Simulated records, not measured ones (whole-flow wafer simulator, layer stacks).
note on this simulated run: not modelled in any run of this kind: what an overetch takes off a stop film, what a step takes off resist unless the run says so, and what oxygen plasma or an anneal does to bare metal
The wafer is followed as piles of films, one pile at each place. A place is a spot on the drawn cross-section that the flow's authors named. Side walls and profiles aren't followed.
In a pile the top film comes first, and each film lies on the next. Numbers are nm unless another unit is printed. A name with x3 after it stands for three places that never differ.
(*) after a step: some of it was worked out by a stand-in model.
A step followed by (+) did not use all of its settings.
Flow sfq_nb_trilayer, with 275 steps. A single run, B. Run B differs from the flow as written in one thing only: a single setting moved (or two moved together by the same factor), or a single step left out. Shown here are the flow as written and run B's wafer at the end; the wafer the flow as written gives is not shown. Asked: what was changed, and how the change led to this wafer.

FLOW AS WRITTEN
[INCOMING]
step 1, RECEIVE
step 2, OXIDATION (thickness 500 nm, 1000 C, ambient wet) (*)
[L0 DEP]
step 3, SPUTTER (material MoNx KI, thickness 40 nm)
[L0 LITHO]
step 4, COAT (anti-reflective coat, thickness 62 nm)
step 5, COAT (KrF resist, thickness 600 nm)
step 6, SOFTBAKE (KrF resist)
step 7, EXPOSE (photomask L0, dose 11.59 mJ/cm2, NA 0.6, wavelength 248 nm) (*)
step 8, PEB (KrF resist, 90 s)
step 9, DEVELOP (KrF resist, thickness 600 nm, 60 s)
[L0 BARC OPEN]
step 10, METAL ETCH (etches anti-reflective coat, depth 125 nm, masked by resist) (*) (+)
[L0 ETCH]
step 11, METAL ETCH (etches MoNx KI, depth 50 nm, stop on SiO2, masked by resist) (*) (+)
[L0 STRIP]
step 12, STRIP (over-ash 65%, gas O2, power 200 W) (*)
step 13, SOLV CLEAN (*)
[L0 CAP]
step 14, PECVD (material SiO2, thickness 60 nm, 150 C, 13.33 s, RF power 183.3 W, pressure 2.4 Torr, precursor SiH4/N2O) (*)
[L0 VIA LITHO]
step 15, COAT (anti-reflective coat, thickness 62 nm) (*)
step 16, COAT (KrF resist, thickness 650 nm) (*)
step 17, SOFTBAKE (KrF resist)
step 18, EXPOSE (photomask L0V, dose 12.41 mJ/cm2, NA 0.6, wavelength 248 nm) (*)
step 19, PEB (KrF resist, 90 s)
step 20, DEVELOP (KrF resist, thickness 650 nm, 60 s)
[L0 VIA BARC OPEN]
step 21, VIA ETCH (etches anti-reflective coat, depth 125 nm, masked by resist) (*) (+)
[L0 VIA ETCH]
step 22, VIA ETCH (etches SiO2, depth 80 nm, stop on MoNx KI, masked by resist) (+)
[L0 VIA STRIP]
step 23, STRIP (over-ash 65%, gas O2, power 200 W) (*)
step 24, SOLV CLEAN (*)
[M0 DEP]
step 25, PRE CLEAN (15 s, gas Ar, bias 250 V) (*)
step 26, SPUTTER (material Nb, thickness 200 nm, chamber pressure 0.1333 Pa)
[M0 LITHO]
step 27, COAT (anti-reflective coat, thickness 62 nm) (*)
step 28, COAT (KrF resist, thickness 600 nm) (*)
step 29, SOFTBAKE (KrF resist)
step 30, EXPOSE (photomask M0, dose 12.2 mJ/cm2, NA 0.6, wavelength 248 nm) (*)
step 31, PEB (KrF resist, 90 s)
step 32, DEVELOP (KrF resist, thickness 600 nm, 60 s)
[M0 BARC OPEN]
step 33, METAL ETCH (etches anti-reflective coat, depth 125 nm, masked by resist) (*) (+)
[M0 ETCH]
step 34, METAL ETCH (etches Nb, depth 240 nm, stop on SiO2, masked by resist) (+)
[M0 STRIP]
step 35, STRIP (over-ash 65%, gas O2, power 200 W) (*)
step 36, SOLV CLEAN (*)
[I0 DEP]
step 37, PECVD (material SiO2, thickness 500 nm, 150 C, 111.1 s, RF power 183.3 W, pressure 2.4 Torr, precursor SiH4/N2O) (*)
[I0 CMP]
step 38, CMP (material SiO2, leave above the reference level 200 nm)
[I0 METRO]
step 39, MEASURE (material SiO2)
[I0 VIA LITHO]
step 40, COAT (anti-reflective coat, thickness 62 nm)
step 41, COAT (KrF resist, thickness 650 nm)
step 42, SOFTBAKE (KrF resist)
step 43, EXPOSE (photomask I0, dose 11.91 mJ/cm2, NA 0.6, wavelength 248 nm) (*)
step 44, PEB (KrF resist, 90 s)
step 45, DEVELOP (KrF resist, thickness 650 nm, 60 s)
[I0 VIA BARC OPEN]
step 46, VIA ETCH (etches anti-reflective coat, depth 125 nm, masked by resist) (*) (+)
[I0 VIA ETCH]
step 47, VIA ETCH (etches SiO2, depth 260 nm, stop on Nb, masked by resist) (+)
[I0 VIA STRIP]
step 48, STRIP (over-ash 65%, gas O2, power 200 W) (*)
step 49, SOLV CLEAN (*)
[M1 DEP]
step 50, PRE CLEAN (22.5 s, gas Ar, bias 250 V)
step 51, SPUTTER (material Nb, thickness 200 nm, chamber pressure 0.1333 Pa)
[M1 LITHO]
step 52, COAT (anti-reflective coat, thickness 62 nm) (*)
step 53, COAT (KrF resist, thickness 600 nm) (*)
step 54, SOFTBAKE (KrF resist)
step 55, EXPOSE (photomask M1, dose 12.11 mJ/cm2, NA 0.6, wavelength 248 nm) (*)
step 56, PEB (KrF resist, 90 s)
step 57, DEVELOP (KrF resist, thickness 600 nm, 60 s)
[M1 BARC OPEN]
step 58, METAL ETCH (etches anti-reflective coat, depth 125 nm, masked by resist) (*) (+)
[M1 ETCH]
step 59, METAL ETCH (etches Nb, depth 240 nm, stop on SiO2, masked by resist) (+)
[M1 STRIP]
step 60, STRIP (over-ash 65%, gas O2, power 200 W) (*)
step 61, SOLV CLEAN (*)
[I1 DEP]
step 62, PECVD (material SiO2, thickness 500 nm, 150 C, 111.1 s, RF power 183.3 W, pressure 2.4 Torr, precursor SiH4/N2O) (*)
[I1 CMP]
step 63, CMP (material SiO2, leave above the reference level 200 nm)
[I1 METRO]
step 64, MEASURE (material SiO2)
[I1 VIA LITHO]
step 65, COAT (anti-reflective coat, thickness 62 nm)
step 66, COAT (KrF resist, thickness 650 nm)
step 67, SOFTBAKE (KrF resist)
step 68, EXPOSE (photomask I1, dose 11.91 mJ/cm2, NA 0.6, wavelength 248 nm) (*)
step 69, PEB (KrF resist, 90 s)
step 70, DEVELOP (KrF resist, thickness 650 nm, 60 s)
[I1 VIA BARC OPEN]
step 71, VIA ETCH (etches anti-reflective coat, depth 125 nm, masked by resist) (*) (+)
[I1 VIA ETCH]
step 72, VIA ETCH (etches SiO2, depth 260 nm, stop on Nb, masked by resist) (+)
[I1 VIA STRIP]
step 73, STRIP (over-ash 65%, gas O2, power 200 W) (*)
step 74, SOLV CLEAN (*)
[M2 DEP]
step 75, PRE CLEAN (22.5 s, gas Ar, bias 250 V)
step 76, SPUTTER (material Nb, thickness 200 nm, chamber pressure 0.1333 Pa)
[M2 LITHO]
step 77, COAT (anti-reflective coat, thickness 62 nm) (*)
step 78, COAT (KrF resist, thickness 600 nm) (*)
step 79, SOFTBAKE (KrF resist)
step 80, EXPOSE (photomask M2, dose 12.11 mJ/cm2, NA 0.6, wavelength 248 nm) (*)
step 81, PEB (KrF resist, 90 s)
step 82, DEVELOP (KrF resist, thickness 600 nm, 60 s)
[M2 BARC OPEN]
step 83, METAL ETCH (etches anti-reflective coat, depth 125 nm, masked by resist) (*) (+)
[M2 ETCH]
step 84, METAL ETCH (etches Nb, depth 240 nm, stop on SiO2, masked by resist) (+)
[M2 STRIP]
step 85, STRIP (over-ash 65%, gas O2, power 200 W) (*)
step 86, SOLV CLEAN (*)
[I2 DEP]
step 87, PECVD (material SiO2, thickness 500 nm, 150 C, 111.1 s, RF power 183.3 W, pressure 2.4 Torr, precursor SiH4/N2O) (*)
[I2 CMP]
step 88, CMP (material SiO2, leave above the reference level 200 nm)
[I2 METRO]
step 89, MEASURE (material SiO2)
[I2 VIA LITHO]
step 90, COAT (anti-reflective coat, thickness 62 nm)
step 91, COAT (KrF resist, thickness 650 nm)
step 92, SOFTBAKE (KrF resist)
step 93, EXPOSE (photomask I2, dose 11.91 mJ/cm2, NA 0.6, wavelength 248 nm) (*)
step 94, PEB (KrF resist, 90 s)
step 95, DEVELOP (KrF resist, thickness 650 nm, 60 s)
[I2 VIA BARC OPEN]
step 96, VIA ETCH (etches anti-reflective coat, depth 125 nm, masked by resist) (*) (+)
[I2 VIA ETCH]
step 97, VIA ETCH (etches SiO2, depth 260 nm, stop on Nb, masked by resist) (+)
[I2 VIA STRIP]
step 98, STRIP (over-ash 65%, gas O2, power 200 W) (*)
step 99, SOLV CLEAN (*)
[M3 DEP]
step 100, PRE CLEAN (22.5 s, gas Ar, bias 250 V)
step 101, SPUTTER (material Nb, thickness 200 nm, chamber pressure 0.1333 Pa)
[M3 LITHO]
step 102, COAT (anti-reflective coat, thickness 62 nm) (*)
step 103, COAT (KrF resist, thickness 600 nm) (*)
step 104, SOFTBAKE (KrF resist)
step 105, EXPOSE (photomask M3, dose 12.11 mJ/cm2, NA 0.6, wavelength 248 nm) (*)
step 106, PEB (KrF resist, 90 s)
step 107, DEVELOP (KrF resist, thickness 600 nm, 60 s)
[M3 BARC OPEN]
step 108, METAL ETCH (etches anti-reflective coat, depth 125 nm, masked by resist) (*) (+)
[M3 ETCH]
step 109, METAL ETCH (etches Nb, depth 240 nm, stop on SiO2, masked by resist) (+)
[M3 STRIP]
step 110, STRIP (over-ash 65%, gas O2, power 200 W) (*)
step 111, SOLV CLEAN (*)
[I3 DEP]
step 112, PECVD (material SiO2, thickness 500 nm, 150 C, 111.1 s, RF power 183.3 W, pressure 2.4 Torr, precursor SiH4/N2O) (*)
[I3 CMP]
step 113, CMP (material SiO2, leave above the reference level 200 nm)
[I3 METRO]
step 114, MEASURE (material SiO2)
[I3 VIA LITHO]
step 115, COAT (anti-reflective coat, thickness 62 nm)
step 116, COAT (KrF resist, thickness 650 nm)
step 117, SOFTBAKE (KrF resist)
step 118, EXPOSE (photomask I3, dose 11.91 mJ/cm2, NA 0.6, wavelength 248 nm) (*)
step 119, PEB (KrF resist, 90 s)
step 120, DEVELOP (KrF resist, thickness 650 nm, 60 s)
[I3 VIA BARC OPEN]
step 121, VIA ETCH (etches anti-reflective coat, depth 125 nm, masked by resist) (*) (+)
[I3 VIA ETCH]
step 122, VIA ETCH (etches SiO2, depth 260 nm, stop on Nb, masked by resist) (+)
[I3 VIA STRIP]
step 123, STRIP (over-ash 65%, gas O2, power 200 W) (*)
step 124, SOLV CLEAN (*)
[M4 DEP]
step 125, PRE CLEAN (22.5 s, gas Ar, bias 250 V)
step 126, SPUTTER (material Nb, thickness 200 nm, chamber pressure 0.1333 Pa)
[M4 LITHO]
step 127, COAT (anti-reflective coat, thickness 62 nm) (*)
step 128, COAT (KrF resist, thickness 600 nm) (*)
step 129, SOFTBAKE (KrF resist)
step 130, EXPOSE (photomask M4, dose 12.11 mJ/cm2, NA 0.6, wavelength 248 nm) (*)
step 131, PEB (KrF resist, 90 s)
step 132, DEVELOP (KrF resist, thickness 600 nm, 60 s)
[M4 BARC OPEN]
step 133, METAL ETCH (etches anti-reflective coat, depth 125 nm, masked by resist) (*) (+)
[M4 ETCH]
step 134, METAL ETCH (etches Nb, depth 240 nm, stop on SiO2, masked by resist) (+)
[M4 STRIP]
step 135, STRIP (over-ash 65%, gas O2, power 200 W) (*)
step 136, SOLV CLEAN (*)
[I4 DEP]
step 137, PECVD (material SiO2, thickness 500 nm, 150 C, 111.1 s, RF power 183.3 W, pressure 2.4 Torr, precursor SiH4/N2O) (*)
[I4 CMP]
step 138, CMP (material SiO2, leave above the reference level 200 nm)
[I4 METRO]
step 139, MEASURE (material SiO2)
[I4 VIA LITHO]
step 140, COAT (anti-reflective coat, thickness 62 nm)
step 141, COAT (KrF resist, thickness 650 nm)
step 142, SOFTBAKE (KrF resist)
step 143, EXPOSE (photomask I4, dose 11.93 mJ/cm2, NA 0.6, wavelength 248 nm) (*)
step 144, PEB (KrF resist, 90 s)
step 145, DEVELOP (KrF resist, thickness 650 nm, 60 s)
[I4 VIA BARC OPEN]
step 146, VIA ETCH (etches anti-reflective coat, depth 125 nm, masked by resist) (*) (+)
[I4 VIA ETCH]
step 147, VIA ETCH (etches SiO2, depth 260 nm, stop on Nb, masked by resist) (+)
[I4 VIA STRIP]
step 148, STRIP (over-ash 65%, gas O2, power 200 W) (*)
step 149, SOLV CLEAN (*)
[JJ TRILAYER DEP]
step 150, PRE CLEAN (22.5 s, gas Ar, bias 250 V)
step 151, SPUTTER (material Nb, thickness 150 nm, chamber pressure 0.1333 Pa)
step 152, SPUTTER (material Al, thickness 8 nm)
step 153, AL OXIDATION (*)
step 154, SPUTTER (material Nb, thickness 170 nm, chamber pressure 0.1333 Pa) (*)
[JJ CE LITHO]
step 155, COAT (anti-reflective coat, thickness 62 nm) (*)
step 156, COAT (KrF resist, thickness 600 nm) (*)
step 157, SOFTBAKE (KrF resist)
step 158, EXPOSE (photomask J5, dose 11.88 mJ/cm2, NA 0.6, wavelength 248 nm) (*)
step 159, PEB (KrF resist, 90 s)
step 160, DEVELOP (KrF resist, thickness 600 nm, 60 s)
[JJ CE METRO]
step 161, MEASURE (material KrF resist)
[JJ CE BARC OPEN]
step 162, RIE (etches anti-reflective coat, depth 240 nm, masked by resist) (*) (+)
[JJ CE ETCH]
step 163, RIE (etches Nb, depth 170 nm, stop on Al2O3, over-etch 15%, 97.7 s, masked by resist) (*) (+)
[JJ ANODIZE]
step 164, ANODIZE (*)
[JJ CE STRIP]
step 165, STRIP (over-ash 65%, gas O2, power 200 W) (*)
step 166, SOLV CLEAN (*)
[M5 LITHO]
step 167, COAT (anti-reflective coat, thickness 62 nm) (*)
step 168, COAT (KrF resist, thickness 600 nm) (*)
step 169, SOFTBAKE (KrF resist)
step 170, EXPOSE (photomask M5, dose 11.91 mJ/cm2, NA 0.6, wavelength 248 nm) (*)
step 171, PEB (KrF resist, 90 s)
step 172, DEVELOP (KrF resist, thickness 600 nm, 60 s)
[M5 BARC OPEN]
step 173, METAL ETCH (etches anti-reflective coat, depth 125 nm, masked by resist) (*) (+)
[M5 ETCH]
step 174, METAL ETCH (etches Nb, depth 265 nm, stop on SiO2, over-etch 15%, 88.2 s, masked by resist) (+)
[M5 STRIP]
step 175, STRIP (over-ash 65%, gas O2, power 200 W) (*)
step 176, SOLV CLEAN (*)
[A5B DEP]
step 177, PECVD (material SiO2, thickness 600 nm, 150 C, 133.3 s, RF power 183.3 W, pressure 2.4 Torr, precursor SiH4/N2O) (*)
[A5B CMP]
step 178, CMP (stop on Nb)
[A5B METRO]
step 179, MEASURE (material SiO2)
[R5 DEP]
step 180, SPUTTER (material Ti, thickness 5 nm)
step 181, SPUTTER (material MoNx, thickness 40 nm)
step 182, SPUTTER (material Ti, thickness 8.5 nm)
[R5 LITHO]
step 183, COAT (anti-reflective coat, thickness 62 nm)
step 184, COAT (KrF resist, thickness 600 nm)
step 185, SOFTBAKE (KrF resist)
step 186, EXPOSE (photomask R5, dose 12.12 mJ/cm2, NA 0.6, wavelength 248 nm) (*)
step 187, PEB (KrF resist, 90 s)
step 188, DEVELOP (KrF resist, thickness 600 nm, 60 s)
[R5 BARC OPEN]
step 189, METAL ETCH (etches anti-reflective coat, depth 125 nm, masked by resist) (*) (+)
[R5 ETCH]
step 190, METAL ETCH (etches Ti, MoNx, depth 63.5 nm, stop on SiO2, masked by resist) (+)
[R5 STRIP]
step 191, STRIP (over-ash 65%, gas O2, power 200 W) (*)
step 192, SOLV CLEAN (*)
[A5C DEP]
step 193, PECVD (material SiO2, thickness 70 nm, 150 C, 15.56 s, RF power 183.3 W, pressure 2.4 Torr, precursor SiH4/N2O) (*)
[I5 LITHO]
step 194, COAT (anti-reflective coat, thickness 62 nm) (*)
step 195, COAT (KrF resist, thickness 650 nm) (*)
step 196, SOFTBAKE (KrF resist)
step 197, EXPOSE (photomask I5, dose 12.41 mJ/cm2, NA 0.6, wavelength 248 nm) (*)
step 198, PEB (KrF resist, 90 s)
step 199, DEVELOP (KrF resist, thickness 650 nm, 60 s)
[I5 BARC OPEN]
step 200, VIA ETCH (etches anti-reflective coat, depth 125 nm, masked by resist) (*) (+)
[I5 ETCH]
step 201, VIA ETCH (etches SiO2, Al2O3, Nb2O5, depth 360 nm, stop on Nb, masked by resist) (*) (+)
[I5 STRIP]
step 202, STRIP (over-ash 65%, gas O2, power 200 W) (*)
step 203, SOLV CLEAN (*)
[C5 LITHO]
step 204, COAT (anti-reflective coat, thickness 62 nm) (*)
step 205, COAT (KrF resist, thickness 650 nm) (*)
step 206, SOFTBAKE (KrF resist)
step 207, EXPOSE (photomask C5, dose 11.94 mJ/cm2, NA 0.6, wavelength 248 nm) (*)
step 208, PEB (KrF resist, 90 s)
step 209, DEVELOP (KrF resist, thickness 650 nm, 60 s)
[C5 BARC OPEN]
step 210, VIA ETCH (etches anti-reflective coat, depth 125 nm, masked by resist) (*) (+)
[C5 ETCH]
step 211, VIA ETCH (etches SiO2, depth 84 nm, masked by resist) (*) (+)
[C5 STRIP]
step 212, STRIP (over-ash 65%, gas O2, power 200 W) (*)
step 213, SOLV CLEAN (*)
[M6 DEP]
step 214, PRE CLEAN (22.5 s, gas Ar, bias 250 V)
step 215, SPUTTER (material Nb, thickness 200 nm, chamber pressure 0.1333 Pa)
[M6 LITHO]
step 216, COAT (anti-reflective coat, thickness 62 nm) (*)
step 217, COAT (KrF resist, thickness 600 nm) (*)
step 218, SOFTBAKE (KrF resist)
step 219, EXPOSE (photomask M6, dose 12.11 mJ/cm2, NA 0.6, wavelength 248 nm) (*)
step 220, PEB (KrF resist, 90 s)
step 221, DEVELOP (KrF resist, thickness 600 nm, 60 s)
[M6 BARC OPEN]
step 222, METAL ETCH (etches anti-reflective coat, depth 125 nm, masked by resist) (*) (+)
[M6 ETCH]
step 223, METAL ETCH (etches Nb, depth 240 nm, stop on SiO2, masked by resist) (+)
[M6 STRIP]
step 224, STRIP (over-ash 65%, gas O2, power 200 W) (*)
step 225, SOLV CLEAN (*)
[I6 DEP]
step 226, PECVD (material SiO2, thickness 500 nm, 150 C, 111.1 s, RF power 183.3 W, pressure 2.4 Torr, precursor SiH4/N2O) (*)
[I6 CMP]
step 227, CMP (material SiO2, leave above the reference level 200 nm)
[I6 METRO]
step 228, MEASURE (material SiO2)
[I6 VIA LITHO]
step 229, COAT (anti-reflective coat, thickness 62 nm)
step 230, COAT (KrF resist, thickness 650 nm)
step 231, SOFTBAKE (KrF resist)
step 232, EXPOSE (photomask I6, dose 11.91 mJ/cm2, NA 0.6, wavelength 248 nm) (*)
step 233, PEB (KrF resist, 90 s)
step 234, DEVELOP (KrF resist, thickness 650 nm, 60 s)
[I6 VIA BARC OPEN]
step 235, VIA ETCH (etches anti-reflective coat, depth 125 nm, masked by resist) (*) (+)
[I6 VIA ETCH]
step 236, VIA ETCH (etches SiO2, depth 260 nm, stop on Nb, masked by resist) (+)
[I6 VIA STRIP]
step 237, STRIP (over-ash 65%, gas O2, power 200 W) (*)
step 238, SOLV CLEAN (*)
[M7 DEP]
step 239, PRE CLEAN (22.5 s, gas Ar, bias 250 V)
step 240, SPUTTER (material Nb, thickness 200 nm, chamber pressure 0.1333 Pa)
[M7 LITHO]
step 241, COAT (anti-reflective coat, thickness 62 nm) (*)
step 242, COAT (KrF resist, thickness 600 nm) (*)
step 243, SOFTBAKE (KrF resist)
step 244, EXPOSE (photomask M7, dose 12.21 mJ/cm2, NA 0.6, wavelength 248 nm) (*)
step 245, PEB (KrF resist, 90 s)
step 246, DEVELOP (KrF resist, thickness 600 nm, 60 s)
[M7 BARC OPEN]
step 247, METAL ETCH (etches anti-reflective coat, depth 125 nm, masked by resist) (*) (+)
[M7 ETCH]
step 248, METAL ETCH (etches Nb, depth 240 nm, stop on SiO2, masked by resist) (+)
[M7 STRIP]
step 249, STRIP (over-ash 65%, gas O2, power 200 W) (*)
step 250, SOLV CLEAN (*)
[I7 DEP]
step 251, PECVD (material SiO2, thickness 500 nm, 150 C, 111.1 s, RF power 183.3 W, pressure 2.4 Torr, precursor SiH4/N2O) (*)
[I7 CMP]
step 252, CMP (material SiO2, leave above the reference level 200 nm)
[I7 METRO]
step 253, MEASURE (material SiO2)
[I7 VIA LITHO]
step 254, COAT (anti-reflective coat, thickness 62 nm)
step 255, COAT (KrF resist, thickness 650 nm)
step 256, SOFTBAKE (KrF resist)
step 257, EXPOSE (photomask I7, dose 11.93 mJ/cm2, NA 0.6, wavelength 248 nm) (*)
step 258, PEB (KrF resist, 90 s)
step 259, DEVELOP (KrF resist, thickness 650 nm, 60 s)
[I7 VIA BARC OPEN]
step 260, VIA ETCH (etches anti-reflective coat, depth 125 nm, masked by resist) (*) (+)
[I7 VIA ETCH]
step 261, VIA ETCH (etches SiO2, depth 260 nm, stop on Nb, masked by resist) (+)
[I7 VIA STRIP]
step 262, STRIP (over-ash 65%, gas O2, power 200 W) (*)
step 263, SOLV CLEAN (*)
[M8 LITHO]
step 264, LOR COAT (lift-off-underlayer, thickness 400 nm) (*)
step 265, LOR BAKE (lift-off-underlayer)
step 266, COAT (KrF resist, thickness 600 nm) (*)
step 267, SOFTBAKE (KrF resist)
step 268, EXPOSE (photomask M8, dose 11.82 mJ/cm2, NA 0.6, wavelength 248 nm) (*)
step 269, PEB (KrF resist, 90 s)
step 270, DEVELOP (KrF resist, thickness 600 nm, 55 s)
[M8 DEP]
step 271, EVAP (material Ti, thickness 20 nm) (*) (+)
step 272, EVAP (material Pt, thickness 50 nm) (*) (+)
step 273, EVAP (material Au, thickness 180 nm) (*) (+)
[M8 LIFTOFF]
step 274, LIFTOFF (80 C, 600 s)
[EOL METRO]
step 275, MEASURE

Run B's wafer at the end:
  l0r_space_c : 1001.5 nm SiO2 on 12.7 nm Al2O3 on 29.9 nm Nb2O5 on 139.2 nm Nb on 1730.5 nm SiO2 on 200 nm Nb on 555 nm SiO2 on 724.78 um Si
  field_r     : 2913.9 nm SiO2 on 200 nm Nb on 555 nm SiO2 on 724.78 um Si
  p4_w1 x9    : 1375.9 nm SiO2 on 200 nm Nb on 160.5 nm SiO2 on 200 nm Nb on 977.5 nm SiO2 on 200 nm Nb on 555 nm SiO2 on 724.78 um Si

Cause: step 113, CMP: leave above the reference level 168 nm was run, whereas the flow has leave above the reference level 200 nm.

How this came from the change, step by step:
  step 113, CMP (material SiO2, leave above the reference level 200 nm)
      field_l, be, be_sur and 64 more: SiO2 loses 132 (it would be, as written: SiO2 loses 100)
      v_sur, via_wl, via_wr and 27 more: SiO2 loses 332 (it would be, as written: SiO2 loses 300)
      (also at 9 further places)
  step 122, VIA ETCH (etches SiO2, depth 260 nm, stop on Nb, masked by resist) (+)
      field_l, v_sur, via_wl and 102 more: KrF resist loses 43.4 (it would be, as written: KrF resist loses 44.8)
      via_v: SiO2 loses 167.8 (all of it) (it would be, as written: SiO2 loses 199.8 (all of it))
  step 126, SPUTTER (material Nb, thickness 200 nm, chamber pressure 0.1333 Pa)
      via_v: Nb gains 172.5 (it would be, as written: Nb gains 165.5)
  step 127, COAT (anti-reflective coat, thickness 62 nm) (*)
      via_v: anti-reflective coat gains 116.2 (new film) (it would be, as written: anti-reflective coat gains 124.8 (new film))
  step 128, COAT (KrF resist, thickness 600 nm) (*)
      via_v: KrF resist gains 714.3 (new film) (it would be, as written: KrF resist gains 739.8 (new film))
  step 135, STRIP (over-ash 65%, gas O2, power 200 W) (*)
      via_v: KrF resist loses 496.4 (all of it), anti-reflective coat loses 116.2 (all of it) (it would be, as written: KrF resist loses 521.8 (all of it), anti-reflective coat loses 124.8 (all of it))
  step 137, PECVD (material SiO2, thickness 500 nm, 150 C, 111.1 s, RF power 183.3 W, pressure 2.4 Torr, precursor SiH4/N2O) (*)
      via_v: SiO2 gains 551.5 (new film) (it would be, as written: SiO2 gains 615 (new film))
  step 138, CMP (material SiO2, leave above the reference level 200 nm)
      via_v: SiO2 loses 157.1 (it would be, as written: SiO2 loses 181.6)
